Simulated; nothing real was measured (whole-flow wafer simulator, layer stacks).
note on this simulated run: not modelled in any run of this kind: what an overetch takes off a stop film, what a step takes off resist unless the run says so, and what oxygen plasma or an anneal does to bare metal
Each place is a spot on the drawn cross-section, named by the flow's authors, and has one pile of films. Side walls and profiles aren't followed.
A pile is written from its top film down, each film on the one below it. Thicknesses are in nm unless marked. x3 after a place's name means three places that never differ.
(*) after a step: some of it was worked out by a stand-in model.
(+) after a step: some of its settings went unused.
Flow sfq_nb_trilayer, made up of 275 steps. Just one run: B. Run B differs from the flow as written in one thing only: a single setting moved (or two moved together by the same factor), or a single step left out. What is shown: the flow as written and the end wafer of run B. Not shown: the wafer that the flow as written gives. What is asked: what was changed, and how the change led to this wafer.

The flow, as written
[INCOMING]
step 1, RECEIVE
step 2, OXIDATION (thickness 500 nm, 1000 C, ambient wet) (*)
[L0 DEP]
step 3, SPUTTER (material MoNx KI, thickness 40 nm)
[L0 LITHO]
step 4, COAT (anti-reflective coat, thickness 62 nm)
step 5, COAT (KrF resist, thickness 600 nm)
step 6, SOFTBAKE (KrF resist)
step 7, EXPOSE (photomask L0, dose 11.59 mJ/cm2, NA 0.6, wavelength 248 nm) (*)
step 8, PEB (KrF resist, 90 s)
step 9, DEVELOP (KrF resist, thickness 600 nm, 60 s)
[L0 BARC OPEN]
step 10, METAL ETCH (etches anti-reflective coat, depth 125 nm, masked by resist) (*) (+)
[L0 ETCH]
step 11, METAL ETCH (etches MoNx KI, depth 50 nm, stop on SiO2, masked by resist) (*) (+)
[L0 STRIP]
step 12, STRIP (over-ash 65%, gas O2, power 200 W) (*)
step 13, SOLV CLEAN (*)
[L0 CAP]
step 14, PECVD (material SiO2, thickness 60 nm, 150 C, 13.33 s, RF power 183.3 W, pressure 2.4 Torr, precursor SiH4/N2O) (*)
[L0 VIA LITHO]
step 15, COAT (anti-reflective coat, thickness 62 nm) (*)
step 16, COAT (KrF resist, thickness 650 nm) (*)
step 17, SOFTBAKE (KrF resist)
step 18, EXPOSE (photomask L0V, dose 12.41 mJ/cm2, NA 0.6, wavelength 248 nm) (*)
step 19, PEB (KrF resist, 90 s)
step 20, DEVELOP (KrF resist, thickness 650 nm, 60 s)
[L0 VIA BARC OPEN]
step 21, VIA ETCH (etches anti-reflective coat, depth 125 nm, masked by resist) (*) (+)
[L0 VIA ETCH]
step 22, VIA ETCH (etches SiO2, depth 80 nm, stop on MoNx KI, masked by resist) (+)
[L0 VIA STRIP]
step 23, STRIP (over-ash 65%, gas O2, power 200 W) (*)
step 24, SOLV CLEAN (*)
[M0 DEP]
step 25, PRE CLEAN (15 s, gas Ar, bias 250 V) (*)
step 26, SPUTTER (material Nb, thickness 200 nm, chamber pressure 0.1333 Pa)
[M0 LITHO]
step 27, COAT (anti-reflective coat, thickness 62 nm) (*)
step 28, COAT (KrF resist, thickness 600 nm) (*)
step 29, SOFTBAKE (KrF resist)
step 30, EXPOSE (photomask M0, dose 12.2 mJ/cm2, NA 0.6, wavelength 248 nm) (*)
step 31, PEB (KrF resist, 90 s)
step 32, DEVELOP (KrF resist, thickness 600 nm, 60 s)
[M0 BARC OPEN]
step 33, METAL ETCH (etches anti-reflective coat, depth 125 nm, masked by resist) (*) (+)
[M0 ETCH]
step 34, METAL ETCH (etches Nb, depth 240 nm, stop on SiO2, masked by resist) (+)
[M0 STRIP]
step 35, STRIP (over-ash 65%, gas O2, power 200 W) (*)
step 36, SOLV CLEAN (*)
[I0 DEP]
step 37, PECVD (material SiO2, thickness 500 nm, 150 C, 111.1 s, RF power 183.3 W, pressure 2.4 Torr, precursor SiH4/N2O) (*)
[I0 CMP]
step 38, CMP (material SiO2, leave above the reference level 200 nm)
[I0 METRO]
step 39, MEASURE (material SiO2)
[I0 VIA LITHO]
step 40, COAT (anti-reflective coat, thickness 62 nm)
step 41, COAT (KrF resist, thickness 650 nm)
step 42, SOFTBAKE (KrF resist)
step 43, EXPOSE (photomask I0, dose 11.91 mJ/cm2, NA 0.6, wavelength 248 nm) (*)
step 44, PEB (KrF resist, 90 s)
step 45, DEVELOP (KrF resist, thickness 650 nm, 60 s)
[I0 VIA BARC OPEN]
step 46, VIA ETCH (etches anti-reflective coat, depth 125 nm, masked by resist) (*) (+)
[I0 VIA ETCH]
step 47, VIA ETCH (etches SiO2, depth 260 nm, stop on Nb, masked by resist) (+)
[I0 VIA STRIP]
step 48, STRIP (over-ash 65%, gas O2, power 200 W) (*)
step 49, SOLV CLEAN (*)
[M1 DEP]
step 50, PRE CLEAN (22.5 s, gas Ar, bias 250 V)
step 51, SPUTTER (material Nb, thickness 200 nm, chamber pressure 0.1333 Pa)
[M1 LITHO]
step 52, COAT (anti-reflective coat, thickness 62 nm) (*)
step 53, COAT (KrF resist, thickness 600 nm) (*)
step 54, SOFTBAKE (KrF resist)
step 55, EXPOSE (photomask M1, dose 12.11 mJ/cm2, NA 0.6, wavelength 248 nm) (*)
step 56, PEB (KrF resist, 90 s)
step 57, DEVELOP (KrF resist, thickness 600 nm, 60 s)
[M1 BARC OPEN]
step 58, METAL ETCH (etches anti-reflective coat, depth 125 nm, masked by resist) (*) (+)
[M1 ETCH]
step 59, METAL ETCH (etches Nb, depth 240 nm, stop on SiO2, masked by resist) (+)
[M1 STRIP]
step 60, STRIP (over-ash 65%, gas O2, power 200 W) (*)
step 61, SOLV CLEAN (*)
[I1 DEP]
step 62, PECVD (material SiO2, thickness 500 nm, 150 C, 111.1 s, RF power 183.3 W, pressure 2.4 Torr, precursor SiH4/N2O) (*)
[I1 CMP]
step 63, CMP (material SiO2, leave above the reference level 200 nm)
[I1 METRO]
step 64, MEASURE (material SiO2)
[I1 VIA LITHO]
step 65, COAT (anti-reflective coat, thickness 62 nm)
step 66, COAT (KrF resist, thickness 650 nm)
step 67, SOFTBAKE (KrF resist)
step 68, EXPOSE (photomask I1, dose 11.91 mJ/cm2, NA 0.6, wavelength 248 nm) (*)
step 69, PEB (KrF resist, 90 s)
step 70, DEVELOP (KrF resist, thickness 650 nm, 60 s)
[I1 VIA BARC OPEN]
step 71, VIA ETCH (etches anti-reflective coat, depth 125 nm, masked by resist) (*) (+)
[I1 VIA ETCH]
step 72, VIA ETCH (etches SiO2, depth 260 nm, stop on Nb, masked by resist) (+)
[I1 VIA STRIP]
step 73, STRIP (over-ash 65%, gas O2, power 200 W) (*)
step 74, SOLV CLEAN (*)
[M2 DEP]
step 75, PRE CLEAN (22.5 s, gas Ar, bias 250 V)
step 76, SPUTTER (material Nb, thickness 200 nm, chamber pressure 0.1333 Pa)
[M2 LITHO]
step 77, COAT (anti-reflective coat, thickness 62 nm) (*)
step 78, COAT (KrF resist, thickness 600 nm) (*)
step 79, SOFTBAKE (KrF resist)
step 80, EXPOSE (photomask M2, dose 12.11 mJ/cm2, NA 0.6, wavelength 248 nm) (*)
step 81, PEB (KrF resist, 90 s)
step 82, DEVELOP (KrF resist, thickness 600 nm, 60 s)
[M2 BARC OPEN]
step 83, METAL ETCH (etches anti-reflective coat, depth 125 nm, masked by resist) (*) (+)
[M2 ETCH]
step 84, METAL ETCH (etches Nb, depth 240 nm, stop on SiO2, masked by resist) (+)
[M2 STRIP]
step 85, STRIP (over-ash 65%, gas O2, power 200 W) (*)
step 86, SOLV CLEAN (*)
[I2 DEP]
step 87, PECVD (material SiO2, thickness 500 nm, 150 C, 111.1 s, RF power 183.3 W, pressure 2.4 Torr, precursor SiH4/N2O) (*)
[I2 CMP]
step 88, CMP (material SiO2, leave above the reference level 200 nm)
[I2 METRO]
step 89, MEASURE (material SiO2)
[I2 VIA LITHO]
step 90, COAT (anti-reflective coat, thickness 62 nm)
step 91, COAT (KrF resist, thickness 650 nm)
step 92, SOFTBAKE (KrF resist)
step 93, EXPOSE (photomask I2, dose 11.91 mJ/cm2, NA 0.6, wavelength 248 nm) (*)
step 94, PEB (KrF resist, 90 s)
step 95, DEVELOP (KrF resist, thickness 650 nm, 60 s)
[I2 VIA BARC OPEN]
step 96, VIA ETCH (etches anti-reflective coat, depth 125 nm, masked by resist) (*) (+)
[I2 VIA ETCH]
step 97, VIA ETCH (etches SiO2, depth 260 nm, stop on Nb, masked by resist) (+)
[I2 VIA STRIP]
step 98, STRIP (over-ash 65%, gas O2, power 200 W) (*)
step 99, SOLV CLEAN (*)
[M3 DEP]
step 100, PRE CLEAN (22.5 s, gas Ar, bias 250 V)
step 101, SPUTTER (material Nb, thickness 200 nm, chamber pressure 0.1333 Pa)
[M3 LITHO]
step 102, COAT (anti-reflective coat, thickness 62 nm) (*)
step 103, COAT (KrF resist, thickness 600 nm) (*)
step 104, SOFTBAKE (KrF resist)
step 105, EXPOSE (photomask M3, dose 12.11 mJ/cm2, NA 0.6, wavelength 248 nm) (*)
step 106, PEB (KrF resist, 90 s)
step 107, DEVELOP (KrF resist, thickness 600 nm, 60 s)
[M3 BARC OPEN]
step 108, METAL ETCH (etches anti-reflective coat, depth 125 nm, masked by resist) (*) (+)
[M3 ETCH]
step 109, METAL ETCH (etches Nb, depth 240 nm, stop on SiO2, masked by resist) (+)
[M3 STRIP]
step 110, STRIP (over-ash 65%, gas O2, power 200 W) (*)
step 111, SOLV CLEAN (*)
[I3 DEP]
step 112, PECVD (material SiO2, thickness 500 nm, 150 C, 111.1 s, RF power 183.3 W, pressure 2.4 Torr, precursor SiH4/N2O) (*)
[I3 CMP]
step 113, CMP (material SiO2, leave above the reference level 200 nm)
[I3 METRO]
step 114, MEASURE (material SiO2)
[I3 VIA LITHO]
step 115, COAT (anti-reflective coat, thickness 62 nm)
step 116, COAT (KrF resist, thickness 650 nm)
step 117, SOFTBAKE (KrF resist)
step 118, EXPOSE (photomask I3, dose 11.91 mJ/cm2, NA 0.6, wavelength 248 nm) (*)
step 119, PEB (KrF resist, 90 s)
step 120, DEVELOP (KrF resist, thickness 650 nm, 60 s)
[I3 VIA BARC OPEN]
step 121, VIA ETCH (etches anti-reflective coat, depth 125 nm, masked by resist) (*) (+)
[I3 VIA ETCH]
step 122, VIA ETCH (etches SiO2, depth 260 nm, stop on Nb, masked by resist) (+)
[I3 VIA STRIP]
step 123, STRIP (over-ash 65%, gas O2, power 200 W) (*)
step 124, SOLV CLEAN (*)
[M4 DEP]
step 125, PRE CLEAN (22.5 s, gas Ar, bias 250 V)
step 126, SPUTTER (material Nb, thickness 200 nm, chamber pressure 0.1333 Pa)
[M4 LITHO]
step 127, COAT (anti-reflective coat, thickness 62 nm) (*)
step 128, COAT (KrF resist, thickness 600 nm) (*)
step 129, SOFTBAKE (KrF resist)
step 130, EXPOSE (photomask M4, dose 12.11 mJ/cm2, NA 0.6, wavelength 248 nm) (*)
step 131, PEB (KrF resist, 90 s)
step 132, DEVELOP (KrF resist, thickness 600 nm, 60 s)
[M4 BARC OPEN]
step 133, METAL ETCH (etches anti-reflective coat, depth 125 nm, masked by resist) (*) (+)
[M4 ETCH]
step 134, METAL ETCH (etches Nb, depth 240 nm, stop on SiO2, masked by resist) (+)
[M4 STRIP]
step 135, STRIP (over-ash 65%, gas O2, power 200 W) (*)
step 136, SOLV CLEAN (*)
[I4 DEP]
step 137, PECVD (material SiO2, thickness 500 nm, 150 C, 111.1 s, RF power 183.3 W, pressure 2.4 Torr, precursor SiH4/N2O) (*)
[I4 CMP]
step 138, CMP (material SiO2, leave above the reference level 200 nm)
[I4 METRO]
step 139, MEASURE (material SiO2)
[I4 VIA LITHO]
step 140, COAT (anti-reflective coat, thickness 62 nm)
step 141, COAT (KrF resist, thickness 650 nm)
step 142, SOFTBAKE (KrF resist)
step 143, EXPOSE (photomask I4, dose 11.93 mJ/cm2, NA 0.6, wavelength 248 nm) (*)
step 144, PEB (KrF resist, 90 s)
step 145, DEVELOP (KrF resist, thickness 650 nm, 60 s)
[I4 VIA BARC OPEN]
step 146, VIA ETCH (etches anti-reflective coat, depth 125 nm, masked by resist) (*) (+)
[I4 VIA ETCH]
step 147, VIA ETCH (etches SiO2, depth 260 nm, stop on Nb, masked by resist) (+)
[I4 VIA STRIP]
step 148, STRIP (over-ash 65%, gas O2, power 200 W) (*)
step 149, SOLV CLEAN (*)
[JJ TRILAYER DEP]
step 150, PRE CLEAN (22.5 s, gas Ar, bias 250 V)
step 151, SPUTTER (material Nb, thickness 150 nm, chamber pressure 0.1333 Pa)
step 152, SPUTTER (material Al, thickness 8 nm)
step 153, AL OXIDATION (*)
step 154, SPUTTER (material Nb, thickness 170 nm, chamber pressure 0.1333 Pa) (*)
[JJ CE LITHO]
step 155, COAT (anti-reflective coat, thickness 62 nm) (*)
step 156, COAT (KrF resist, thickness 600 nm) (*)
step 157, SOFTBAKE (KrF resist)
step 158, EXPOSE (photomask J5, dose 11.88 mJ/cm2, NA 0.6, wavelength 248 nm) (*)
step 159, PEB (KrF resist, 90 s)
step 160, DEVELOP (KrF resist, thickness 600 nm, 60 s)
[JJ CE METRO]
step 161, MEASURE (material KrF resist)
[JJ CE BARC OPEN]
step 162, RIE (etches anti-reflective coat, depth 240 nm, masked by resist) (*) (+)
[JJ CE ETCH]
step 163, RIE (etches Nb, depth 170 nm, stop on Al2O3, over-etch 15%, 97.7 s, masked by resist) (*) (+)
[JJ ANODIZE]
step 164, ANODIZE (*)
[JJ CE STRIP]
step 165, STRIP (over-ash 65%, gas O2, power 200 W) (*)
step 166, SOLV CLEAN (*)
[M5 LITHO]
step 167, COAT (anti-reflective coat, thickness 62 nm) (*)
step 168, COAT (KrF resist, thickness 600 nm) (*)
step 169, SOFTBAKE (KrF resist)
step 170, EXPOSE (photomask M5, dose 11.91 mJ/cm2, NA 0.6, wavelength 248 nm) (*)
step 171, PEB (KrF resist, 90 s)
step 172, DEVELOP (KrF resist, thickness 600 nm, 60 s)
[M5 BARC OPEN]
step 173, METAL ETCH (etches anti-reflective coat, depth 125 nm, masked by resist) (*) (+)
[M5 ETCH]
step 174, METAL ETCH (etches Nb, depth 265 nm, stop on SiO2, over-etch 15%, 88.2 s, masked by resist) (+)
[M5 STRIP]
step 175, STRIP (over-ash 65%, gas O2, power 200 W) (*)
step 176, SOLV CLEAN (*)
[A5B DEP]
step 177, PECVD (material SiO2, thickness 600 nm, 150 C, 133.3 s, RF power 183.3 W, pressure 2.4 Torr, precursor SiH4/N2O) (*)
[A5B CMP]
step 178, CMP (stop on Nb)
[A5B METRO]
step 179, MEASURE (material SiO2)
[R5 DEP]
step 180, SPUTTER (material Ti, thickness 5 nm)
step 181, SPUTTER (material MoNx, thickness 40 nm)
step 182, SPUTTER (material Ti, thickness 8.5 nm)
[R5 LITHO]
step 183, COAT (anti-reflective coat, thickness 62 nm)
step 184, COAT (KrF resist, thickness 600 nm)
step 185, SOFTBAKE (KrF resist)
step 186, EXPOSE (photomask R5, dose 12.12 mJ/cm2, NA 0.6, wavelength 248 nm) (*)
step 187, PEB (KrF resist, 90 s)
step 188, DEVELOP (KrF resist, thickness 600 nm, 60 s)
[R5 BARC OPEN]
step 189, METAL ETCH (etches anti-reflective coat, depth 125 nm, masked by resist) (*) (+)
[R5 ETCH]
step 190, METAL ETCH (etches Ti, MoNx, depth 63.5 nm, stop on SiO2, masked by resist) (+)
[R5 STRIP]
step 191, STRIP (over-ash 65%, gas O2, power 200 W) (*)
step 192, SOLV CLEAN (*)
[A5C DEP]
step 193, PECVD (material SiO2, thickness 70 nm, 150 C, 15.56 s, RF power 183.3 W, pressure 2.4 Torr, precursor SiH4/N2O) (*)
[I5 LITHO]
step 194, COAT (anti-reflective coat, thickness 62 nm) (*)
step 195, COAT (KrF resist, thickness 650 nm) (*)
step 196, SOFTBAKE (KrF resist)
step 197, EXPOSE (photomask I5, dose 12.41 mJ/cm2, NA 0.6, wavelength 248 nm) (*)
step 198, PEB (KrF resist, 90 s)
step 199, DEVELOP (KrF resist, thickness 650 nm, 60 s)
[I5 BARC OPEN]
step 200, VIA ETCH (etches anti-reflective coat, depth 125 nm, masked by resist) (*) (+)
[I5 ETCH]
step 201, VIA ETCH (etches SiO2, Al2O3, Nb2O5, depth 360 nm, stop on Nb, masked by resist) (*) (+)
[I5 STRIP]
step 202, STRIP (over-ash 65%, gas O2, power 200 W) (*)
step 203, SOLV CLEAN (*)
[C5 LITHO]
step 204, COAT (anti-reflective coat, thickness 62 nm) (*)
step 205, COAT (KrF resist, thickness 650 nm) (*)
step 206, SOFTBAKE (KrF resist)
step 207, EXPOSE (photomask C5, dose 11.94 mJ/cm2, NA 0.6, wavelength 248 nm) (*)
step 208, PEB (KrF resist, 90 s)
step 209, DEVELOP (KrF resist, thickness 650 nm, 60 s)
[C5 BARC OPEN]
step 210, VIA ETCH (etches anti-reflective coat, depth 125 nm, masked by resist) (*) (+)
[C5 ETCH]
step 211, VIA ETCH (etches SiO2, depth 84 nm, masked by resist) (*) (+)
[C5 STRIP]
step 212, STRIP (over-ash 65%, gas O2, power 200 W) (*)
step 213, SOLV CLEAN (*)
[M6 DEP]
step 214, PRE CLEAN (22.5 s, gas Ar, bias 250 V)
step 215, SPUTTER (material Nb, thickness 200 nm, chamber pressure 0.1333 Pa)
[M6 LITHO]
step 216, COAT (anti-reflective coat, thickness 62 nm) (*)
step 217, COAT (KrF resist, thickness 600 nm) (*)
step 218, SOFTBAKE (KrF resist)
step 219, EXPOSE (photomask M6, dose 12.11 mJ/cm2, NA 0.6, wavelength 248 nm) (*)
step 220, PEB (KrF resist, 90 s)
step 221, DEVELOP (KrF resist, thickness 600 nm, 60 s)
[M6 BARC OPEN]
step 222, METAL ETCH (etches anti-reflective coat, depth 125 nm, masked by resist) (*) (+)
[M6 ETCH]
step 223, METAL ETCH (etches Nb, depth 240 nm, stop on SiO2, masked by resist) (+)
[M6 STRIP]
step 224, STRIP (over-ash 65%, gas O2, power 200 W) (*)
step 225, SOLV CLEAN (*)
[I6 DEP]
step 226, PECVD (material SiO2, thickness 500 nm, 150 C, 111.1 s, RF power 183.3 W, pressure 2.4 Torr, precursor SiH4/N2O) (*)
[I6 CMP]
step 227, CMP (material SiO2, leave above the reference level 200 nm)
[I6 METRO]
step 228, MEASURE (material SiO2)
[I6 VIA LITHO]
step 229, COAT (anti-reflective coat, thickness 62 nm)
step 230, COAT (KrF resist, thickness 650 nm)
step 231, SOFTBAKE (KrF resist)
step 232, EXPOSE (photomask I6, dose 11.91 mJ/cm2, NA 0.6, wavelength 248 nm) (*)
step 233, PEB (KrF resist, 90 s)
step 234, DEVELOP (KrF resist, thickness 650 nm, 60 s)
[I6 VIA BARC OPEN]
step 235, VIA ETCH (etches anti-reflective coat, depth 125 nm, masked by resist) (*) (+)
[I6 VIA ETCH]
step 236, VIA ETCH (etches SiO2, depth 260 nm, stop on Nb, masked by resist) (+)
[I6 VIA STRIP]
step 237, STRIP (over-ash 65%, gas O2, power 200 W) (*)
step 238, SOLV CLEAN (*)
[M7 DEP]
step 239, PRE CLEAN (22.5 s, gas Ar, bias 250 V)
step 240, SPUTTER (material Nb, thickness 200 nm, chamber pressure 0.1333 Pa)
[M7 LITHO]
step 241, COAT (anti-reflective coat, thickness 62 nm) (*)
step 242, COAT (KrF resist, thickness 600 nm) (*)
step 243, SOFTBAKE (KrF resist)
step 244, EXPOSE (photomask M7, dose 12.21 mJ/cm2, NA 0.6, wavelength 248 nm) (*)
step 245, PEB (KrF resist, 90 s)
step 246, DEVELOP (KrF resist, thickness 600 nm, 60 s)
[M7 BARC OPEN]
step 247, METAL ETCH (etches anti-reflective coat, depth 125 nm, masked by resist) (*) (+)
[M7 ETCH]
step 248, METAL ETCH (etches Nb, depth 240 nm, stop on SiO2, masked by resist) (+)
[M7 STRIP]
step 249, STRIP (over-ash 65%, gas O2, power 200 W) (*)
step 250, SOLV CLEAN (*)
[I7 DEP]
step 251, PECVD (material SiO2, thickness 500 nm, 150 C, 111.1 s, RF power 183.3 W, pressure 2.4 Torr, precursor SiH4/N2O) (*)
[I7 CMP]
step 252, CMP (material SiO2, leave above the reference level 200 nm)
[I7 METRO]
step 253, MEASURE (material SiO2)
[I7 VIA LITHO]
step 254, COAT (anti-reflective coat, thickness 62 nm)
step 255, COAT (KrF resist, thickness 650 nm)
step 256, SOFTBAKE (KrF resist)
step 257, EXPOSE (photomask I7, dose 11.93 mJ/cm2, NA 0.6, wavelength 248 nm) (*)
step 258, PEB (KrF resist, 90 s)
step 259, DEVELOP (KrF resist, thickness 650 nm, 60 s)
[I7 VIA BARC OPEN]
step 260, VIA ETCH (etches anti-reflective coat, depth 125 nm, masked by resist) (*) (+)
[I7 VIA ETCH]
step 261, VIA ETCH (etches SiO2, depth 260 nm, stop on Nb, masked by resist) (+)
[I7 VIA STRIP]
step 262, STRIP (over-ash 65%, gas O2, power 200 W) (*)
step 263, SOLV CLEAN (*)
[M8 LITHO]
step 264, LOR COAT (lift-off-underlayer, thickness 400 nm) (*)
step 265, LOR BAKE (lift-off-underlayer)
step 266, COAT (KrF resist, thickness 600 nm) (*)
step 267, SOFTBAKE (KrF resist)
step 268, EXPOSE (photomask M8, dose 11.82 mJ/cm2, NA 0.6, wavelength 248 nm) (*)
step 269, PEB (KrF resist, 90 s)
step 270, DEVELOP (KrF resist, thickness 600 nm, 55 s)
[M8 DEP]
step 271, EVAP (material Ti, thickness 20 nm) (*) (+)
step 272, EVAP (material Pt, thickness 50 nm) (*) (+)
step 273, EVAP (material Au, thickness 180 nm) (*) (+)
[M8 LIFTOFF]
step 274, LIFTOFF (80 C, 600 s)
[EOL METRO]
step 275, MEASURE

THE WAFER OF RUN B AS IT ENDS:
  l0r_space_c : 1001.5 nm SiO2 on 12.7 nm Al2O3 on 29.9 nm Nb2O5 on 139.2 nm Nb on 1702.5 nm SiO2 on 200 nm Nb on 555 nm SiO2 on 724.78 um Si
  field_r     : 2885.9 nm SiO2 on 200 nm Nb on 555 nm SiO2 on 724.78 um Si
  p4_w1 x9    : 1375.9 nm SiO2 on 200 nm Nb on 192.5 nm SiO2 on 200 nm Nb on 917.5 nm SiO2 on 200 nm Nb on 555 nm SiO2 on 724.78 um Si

What caused this: step 76, SPUTTER: thickness 140 nm was run, though the flow has thickness 200 nm.

How this came from the change, step by step:
  step 76, SPUTTER (material Nb, thickness 200 nm, chamber pressure 0.1333 Pa)
      field_l, v_sur, via_wl and 102 more: Nb gains 140 (new film) (in the flow as written it would be: Nb gains 200 (new film))
      via_v: Nb gains 122.9 (in the flow as written it would be: Nb gains 174.5)
  step 77, COAT (anti-reflective coat, thickness 62 nm) (*)
      via_v: anti-reflective coat gains 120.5 (new film) (in the flow as written it would be: anti-reflective coat gains 123.1 (new film))
  step 84, METAL ETCH (etches Nb, depth 240 nm, stop on SiO2, masked by resist) (+)
      field_l, be, be_sur and 81 more: Nb loses 140 (all of it) (in the flow as written it would be: Nb loses 200 (all of it))
      v_sur, via_wl, via_w and 19 more: KrF resist loses 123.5 (in the flow as written it would be: KrF resist loses 141.2)
  step 85, STRIP (over-ash 65%, gas O2, power 200 W) (*)
      wl_j_sl, wl_jj, wl_j_sr and 12 more: KrF resist loses 400 (all of it), anti-reflective coat loses 62 (all of it) (in the flow as written it would be: KrF resist loses 382.4 (all of it), anti-reflective coat loses 62 (all of it))
      v_sur: KrF resist loses 397.7 (all of it), anti-reflective coat loses 61.4 (all of it) (in the flow as written it would be: KrF resist loses 380 (all of it), anti-reflective coat loses 61.4 (all of it))
      (as well as at 6 more places)
  step 87, PECVD (material SiO2, thickness 500 nm, 150 C, 111.1 s, RF power 183.3 W, pressure 2.4 Torr, precursor SiH4/N2O) (*)
      via_v: SiO2 gains 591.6 (new film) (in the flow as written it would be: SiO2 gains 606 (new film))
  step 88, CMP (material SiO2, leave above the reference level 200 nm)
      field_l, be, be_sur and 81 more: SiO2 loses 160 (in the flow as written it would be: SiO2 loses 100)
      via_v: SiO2 loses 175.5 (in the flow as written it would be: SiO2 loses 181.6)
